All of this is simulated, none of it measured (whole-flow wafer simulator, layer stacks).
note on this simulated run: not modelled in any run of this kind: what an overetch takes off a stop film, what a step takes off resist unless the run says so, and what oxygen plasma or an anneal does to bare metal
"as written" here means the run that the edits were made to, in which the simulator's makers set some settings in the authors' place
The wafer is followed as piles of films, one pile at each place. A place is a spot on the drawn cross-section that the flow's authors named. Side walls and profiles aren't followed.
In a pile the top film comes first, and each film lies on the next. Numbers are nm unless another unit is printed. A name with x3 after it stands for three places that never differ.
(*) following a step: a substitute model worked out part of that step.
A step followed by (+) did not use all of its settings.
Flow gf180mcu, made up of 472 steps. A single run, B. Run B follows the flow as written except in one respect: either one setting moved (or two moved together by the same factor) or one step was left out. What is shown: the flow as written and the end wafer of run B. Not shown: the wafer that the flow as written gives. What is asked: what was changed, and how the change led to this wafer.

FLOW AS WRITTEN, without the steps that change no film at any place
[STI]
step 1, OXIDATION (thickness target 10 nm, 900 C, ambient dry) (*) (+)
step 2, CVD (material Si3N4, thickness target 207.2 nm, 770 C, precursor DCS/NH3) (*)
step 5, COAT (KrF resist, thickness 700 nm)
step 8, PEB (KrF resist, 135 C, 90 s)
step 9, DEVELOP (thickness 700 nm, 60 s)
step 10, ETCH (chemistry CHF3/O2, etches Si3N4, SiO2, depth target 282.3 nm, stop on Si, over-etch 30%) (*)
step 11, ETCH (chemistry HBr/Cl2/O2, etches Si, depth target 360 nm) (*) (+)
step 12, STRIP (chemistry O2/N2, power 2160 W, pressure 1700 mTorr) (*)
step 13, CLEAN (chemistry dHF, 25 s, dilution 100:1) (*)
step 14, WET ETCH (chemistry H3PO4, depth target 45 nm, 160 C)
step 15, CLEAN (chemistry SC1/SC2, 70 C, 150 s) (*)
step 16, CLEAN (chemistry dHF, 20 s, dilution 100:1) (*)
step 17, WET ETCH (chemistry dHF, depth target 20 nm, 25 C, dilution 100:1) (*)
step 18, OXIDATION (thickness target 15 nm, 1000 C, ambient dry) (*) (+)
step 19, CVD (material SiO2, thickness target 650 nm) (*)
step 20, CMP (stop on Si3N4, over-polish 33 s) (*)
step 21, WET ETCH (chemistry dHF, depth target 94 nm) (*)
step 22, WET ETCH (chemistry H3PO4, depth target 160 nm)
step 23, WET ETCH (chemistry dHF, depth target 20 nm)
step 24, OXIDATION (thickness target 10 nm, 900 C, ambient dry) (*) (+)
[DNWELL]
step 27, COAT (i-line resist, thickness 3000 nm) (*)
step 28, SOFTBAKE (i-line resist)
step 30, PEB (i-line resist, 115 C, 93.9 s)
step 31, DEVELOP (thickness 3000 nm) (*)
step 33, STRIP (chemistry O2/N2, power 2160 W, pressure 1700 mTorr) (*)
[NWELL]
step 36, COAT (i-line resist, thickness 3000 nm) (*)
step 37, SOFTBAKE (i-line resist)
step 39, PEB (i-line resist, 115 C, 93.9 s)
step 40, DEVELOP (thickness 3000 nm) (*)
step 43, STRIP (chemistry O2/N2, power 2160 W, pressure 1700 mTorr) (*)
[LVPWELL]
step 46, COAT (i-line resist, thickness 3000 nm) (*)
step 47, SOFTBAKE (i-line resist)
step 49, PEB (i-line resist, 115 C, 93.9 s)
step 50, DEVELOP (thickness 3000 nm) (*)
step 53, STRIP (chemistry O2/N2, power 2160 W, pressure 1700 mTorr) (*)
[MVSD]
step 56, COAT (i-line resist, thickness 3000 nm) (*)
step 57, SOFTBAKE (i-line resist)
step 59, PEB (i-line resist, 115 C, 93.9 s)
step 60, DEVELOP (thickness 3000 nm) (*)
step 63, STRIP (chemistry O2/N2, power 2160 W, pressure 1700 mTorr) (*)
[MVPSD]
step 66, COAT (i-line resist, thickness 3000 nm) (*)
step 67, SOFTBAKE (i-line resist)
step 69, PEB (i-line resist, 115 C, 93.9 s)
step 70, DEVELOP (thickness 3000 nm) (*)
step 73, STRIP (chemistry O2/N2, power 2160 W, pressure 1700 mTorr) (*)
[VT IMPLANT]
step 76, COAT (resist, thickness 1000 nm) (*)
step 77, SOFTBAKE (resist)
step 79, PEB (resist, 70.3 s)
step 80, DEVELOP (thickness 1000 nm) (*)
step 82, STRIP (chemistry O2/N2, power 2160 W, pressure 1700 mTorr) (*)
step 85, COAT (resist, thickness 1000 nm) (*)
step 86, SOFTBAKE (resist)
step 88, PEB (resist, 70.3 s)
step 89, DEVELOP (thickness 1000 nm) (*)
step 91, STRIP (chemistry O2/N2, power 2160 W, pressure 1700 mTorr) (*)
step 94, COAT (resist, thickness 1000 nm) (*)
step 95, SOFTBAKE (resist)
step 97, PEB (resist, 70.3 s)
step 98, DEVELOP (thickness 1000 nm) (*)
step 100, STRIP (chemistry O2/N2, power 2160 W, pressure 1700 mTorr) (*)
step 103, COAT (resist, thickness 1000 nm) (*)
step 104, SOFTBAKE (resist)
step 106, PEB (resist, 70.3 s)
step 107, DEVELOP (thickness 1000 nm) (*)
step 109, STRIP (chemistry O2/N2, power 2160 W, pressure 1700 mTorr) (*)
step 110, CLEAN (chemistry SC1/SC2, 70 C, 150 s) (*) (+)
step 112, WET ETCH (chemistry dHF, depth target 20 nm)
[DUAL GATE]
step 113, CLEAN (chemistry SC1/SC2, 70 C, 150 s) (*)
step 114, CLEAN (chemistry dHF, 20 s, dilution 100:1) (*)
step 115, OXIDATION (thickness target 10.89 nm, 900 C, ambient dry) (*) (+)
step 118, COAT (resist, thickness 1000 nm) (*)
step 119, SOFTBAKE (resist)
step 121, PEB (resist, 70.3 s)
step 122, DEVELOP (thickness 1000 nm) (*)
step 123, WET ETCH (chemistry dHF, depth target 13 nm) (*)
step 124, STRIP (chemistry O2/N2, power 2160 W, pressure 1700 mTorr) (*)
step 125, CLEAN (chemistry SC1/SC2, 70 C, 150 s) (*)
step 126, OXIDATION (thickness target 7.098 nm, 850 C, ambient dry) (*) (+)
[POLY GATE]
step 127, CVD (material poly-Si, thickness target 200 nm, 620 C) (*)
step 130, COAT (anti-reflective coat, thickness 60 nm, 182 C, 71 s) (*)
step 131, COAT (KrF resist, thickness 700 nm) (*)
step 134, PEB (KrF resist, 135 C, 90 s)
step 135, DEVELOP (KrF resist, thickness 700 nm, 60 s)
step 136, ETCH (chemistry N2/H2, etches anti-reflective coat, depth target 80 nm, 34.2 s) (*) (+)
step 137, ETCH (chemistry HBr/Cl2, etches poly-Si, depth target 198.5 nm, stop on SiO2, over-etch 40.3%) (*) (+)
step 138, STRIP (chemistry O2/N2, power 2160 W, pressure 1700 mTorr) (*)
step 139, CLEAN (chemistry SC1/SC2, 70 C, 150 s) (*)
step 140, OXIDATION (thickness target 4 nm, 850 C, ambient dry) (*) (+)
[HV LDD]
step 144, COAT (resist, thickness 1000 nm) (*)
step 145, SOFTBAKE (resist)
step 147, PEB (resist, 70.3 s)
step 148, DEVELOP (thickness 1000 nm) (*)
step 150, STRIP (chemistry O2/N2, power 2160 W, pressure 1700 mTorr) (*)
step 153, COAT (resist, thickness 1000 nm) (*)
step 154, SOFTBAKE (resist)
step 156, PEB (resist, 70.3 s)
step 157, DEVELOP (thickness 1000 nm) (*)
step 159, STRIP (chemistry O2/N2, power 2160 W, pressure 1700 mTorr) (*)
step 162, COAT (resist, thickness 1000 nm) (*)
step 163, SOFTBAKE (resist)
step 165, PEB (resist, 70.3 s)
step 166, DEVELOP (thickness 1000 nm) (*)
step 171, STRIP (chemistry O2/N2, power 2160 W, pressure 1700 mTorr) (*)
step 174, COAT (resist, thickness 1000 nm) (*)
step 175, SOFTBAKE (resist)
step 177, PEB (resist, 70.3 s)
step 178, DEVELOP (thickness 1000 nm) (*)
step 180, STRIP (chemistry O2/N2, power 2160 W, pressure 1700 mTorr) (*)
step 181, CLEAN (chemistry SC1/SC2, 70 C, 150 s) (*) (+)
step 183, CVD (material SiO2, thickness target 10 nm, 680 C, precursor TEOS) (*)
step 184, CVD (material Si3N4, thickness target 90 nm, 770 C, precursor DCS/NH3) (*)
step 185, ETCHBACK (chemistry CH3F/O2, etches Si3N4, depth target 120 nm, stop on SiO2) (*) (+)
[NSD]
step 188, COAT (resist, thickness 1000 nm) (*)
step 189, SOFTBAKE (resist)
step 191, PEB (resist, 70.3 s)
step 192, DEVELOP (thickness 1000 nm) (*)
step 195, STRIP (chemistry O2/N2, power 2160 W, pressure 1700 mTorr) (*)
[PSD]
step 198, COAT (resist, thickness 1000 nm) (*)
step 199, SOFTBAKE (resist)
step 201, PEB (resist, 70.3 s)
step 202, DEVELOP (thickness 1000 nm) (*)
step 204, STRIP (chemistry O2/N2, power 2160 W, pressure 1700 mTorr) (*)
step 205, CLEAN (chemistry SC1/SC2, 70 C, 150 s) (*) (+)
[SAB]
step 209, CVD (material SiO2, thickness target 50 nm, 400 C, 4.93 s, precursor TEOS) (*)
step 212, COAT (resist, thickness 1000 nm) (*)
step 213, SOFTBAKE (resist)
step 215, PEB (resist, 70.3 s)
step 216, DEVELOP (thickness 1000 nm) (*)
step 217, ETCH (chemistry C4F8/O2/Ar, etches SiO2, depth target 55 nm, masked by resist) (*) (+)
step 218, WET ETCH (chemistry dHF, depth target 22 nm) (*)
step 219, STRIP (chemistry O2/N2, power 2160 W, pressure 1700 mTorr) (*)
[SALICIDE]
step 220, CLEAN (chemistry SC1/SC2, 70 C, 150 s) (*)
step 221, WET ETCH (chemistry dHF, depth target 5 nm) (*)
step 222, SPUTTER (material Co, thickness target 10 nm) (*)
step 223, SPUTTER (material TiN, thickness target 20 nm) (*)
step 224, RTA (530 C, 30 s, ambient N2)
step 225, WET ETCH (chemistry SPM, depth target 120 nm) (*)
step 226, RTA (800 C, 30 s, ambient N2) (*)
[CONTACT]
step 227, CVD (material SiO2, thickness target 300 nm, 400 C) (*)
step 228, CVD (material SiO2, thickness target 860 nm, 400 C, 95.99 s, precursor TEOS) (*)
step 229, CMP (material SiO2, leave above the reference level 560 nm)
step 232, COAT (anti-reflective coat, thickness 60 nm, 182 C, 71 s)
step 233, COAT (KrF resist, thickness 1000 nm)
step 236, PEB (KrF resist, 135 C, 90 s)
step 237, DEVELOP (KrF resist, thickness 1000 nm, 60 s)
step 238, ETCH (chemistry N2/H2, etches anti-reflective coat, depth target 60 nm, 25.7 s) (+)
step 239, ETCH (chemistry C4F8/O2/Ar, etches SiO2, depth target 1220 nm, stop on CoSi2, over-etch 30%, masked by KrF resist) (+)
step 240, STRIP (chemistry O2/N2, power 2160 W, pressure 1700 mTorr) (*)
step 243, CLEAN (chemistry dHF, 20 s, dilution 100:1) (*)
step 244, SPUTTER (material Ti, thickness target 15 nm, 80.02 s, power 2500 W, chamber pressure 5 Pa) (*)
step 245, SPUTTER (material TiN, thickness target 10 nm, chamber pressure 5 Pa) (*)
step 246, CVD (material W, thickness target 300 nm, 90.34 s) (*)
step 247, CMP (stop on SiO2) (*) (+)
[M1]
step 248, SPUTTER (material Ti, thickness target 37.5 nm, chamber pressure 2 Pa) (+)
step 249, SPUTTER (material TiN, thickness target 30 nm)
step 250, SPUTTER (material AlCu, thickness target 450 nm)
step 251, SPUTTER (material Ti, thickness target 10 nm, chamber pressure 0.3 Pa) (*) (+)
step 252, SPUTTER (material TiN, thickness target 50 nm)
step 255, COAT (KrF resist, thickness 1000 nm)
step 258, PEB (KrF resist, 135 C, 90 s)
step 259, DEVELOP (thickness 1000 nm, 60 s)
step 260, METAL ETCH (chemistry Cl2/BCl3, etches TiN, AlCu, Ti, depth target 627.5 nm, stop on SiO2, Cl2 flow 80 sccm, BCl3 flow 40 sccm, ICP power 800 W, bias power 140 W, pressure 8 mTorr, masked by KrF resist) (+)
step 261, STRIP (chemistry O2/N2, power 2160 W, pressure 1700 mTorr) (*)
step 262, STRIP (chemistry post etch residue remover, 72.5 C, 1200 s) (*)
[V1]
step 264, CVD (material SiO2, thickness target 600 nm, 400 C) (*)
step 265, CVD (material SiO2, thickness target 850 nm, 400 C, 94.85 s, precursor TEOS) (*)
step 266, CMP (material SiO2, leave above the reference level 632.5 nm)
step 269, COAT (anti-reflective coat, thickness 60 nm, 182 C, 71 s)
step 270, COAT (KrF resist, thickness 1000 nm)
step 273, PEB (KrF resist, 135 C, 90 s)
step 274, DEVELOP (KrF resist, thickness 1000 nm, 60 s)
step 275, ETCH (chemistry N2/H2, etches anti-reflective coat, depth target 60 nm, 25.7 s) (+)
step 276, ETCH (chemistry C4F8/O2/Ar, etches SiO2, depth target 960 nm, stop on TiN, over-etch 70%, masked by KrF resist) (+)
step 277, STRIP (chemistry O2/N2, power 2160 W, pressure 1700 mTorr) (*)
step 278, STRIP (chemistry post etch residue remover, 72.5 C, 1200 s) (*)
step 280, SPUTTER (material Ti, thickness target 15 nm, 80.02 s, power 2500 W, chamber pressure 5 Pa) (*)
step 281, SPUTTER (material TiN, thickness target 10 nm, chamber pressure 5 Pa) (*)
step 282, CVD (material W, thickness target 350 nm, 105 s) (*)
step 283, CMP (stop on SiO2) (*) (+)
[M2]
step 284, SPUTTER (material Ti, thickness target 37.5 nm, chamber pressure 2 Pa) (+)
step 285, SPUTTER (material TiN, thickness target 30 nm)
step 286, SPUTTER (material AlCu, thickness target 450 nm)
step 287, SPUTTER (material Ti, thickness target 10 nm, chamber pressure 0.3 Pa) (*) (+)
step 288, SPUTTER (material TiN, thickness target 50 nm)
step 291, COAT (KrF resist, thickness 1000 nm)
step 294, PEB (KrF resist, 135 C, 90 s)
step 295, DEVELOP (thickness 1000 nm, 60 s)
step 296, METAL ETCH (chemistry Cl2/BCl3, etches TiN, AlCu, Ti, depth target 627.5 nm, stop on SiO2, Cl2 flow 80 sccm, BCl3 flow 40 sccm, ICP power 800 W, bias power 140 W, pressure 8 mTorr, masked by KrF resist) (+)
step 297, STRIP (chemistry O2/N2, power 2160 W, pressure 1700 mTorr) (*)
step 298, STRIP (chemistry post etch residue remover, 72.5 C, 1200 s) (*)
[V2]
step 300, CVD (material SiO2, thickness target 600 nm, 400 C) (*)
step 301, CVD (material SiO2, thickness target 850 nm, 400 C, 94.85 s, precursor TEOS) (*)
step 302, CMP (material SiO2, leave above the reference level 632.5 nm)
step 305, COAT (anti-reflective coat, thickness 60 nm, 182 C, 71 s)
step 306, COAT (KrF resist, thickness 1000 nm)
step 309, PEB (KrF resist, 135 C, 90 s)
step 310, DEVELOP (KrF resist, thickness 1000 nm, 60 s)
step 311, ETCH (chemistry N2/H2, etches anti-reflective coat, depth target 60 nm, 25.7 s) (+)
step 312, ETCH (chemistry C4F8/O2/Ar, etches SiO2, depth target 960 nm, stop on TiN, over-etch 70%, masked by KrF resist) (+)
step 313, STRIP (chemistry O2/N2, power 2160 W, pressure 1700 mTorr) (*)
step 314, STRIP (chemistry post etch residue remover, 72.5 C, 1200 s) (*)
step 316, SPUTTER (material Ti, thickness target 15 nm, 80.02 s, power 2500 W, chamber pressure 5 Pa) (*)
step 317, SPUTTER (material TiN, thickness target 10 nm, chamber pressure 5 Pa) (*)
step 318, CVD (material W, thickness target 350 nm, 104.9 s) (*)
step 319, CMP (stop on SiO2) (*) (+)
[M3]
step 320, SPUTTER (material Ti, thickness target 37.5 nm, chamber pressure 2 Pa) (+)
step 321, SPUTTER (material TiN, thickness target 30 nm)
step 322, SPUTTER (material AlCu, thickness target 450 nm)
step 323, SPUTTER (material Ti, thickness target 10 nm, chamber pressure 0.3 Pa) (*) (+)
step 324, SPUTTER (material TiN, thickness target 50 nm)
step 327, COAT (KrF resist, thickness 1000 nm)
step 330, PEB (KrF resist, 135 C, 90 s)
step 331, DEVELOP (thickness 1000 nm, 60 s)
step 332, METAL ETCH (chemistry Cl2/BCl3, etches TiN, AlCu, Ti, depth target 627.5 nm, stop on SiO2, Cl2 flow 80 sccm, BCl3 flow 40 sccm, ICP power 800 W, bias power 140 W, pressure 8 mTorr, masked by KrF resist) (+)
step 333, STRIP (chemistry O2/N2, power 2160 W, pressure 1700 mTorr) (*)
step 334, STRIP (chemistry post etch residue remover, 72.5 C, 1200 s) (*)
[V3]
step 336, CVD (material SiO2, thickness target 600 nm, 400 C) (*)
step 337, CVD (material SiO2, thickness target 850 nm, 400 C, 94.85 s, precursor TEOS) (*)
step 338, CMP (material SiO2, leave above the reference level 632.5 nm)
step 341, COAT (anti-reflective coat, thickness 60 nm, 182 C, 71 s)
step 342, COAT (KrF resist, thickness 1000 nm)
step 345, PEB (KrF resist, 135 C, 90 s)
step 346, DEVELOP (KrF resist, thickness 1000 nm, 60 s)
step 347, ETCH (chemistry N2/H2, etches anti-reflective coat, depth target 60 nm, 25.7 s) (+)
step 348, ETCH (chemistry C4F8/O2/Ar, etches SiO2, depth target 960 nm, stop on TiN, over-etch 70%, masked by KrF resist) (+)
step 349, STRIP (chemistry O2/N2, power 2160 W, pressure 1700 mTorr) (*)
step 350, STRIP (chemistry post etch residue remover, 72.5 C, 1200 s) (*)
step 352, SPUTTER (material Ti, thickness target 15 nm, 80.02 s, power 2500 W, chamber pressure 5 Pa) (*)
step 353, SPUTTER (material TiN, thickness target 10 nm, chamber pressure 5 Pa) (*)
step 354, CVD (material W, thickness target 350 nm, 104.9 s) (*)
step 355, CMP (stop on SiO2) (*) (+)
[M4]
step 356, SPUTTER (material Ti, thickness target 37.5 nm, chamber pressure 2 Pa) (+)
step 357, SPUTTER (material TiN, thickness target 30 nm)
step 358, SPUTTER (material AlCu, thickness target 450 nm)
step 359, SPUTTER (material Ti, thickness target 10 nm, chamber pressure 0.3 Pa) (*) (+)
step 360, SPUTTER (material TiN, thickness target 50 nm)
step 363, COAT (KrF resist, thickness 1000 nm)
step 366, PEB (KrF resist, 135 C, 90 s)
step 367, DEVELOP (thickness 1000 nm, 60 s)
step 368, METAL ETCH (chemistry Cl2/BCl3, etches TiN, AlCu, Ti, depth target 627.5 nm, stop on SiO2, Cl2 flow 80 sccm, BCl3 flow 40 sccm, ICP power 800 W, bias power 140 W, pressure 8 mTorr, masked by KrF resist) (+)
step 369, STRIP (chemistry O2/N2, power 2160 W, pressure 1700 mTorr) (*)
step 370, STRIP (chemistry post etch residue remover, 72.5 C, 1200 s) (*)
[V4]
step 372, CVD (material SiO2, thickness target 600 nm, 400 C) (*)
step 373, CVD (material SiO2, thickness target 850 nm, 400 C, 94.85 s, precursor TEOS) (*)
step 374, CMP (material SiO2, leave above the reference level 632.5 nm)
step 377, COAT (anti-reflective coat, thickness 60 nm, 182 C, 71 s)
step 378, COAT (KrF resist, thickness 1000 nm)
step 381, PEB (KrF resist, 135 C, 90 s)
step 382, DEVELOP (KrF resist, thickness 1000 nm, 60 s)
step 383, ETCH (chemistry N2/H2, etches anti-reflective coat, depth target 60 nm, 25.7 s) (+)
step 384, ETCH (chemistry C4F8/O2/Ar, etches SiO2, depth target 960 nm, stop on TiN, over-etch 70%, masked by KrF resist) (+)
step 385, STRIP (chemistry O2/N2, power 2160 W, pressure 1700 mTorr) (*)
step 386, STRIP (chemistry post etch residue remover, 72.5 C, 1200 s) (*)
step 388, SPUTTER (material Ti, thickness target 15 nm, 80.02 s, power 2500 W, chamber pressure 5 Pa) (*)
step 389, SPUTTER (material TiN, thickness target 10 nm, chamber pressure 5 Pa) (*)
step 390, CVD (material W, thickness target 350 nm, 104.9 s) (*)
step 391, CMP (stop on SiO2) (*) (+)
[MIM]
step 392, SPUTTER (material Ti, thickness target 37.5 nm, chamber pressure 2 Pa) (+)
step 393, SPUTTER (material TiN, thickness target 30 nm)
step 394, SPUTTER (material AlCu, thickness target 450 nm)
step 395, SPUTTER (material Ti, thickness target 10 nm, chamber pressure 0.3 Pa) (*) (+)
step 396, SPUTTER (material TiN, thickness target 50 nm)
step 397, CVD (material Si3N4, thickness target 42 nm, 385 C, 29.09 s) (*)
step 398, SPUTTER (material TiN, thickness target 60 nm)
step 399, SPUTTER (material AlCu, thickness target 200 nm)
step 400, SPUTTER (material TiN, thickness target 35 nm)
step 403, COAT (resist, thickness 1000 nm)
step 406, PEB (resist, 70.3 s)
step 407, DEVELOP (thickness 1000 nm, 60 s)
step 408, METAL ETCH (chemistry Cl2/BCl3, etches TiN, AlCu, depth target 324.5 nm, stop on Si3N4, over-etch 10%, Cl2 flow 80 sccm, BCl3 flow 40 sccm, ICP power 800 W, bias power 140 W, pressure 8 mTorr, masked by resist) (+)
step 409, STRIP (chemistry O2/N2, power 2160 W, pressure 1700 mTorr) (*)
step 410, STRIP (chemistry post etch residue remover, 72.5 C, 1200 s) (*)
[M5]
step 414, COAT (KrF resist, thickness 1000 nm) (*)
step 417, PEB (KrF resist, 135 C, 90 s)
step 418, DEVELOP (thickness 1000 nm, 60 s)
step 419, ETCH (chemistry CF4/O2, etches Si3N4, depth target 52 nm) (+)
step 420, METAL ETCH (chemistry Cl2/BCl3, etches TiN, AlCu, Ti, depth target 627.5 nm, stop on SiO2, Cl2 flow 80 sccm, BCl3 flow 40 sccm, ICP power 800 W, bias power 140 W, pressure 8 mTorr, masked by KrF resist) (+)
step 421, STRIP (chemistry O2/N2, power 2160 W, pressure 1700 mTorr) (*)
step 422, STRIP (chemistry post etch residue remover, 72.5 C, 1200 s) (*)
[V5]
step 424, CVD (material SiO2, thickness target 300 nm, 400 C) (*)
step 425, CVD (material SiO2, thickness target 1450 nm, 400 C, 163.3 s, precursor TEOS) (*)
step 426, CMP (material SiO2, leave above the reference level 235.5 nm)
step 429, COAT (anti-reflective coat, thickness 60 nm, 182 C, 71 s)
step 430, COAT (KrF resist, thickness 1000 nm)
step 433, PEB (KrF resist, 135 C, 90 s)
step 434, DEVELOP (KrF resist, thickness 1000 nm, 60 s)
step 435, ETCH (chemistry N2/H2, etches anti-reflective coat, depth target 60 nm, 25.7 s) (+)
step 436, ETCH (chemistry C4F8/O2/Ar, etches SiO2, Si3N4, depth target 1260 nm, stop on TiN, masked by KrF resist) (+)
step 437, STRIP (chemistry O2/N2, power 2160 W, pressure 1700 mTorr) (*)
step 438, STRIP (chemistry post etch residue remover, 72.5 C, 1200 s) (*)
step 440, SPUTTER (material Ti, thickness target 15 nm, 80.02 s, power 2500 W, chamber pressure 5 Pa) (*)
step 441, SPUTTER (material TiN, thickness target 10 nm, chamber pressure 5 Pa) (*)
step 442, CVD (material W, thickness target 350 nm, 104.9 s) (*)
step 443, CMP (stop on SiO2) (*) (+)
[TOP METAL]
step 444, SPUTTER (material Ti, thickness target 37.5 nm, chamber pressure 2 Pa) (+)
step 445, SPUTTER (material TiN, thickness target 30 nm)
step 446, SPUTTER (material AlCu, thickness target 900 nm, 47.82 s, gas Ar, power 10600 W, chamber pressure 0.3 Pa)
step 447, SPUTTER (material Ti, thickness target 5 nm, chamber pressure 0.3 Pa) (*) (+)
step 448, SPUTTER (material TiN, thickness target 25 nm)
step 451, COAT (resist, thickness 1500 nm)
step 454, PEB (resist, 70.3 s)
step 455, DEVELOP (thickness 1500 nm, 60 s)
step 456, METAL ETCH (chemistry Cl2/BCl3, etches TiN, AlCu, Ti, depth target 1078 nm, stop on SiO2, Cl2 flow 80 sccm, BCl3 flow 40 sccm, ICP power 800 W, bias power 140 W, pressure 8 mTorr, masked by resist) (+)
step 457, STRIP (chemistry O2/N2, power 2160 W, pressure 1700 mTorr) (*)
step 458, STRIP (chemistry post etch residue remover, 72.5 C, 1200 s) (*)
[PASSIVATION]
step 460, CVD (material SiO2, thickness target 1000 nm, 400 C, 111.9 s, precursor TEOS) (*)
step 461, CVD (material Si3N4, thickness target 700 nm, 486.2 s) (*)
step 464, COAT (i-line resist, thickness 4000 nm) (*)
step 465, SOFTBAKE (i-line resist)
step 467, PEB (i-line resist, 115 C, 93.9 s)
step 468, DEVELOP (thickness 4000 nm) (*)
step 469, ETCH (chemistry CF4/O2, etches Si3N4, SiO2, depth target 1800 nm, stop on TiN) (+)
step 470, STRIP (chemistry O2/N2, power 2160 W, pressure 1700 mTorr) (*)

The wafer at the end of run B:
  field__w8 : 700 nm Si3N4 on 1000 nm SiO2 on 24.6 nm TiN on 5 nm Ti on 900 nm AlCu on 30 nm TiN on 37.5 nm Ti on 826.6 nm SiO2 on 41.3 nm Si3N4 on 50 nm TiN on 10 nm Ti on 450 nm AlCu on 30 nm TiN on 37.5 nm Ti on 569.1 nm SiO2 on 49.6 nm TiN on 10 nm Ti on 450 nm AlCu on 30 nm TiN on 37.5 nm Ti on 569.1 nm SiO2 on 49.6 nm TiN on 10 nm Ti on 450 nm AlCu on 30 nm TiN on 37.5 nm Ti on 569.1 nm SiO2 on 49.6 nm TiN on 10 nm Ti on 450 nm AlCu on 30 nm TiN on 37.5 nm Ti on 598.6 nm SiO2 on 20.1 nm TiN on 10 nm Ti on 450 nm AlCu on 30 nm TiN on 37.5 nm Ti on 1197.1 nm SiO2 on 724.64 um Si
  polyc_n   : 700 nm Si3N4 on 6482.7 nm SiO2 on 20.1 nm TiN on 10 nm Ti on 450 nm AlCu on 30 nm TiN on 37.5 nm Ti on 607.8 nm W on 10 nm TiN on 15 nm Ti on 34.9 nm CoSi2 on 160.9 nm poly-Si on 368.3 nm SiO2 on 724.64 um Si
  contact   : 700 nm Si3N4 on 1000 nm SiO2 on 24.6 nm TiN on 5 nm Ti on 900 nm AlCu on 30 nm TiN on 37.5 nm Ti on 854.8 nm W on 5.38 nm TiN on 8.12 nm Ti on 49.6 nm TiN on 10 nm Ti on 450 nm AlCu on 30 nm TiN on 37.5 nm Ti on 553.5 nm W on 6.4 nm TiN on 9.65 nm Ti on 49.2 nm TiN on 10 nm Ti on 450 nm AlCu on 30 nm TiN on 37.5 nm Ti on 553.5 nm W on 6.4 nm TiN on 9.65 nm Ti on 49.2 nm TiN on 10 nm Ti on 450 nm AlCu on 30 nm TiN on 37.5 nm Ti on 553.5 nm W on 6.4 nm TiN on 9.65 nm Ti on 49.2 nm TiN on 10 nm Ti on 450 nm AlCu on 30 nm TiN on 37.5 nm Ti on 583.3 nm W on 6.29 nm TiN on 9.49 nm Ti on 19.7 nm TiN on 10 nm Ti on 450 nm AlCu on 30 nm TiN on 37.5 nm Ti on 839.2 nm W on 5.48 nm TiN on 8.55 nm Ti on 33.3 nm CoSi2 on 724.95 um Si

The reason: step 252, SPUTTER: thickness target 20.5 nm was run, while the flow as written has thickness target 50 nm.

How this came from the change, step by step:
  step 252, SPUTTER (material TiN, thickness target 50 nm)
      field, field__w1, field__w2 and 108 more: +20.5 TiN (new film) (as written it would have been: +50 TiN (new film))
  step 260, METAL ETCH (chemistry Cl2/BCl3, etches TiN, AlCu, Ti, depth target 627.5 nm, stop on SiO2, Cl2 flow 80 sccm, BCl3 flow 40 sccm, ICP power 800 W, bias power 140 W, pressure 8 mTorr, masked by KrF resist) (+)
      field, field__w1, field__w2 and 99 more: -20.5 TiN (all of it), -10 Ti (all of it), -450 AlCu (all of it), -30 TiN (all of it), -37.5 Ti (all of it) (as written it would have been: -50 TiN (all of it), -10 Ti (all of it), -450 AlCu (all of it), -30 TiN (all of it), -37.5 Ti (all of it))
  step 266, CMP (material SiO2, leave above the reference level 632.5 nm)
      field__w8, contact, m1 and 6 more: -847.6 SiO2 (as written it would have been: -877.1 SiO2)
  step 276, ETCH (chemistry C4F8/O2/Ar, etches SiO2, depth target 960 nm, stop on TiN, over-etch 70%, masked by KrF resist) (+)
      contact: -602 SiO2 (all of it) (as written it would have been: -572.5 SiO2 (all of it))
  step 282, CVD (material W, thickness target 350 nm, 105 s) (*)
      contact: +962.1 W (new film) (as written it would have been: +932.3 W (new film))
